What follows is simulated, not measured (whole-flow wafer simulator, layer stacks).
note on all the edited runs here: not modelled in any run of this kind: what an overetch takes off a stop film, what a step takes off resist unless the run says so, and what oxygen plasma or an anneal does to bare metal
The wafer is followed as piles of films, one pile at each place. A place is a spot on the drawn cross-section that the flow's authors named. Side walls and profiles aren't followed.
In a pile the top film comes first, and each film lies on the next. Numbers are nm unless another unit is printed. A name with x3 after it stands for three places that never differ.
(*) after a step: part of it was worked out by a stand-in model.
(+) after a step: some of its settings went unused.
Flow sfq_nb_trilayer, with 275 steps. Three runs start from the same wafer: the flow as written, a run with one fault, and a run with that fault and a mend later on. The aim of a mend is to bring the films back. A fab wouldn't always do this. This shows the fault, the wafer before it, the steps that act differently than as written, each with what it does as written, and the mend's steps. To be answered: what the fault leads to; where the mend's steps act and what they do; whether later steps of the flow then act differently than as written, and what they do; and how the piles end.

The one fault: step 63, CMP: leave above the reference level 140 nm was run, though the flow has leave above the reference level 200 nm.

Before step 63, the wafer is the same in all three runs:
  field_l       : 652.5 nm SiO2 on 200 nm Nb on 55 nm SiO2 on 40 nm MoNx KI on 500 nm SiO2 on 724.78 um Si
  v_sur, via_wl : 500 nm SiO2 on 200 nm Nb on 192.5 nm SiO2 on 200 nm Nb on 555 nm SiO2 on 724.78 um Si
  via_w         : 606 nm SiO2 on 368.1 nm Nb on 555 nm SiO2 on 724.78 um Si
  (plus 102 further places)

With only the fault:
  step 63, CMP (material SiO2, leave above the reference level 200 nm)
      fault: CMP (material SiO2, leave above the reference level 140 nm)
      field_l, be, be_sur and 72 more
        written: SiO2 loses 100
        fault: SiO2 loses 160
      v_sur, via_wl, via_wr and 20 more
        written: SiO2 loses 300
        fault: SiO2 loses 360
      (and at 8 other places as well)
  Steps further on in the flow that do not act as written (not shown: 4 more steps that differ only slightly, by at most 2% or 0.5 nm, whichever is larger):
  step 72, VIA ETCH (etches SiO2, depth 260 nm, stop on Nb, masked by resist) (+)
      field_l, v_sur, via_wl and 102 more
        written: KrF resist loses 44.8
        fault: KrF resist loses 36.2
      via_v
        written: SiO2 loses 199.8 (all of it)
        fault: SiO2 loses 139.8 (all of it)
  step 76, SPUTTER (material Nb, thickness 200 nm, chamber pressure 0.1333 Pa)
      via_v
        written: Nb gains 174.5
        fault: Nb gains 186.7
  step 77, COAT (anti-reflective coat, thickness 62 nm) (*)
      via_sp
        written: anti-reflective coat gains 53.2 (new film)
        fault: anti-reflective coat gains 54.3 (new film)
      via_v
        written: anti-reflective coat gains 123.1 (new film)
        fault: anti-reflective coat gains 109.4 (new film)
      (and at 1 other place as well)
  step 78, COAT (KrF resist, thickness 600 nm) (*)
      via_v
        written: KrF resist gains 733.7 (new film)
        fault: KrF resist gains 684.9 (new film)
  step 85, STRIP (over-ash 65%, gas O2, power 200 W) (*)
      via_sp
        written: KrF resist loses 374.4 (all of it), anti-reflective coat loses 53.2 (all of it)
        fault: KrF resist loses 378.4 (all of it), anti-reflective coat loses 54.3 (all of it)
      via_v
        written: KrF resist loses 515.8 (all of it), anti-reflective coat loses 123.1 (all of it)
        fault: KrF resist loses 467.1 (all of it), anti-reflective coat loses 109.4 (all of it)
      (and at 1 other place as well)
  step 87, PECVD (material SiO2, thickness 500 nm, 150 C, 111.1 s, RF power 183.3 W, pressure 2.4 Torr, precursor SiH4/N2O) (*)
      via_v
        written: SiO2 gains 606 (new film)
        fault: SiO2 gains 509.3 (new film)
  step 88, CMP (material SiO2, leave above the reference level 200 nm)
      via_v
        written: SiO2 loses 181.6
        fault: SiO2 loses 157.1
  By the end, the piles at field_l, v_sur, via_wl and 102 more depart from the flow's by more than 2% or 0.5 nm, whichever is larger.
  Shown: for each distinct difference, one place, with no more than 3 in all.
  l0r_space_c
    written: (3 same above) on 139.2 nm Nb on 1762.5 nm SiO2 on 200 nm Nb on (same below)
    fault: (3 same above) on 139.2 nm Nb on 1702.5 nm SiO2 on 200 nm Nb on (same below)
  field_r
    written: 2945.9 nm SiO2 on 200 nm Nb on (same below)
    fault: 2885.9 nm SiO2 on 200 nm Nb on (same below)
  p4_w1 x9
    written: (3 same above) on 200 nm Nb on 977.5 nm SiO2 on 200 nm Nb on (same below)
    fault: (3 same above) on 200 nm Nb on 917.5 nm SiO2 on 200 nm Nb on (same below)

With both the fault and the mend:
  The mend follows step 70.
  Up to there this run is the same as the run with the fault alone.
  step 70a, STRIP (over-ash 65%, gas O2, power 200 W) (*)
      field_l, v_sur, via_wl and 102 more
        KrF resist loses 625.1 (all of it), anti-reflective coat loses 62 (all of it)
      via_v
        anti-reflective coat loses 62 (all of it)
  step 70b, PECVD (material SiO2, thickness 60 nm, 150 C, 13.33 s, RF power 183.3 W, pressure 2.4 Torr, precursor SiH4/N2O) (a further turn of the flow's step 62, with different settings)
      field_l, v_sur, via_wl and 103 more
        SiO2 gains 60
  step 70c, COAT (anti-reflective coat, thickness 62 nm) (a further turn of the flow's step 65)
      field_l, v_sur, via_wl and 103 more
        anti-reflective coat gains 62 (new film)
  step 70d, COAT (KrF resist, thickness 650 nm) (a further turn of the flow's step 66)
      field_l, v_sur, via_wl and 103 more
        KrF resist gains 650 (new film)
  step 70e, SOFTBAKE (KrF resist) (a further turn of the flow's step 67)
      does not change any film at any place that is followed
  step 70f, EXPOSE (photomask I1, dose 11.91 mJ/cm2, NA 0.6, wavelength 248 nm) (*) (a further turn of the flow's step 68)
      does not change any film at any place that is followed
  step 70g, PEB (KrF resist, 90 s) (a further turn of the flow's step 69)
      field_l, v_sur, via_wl and 103 more
        KrF resist loses 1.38
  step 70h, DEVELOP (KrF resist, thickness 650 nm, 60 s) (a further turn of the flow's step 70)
      field_l, v_sur, via_wl and 102 more
        KrF resist loses 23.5
      via_v
        KrF resist loses 648.6 (all of it)
  Later steps of the flow that are run all act as written at every place that is followed, up to a difference of at most 2% or 0.5 nm, whichever is larger.
  When the end is reached, the piles differ only a little from the flow's at the places that both follow, at most by 2% or 0.5 nm, whichever is larger.
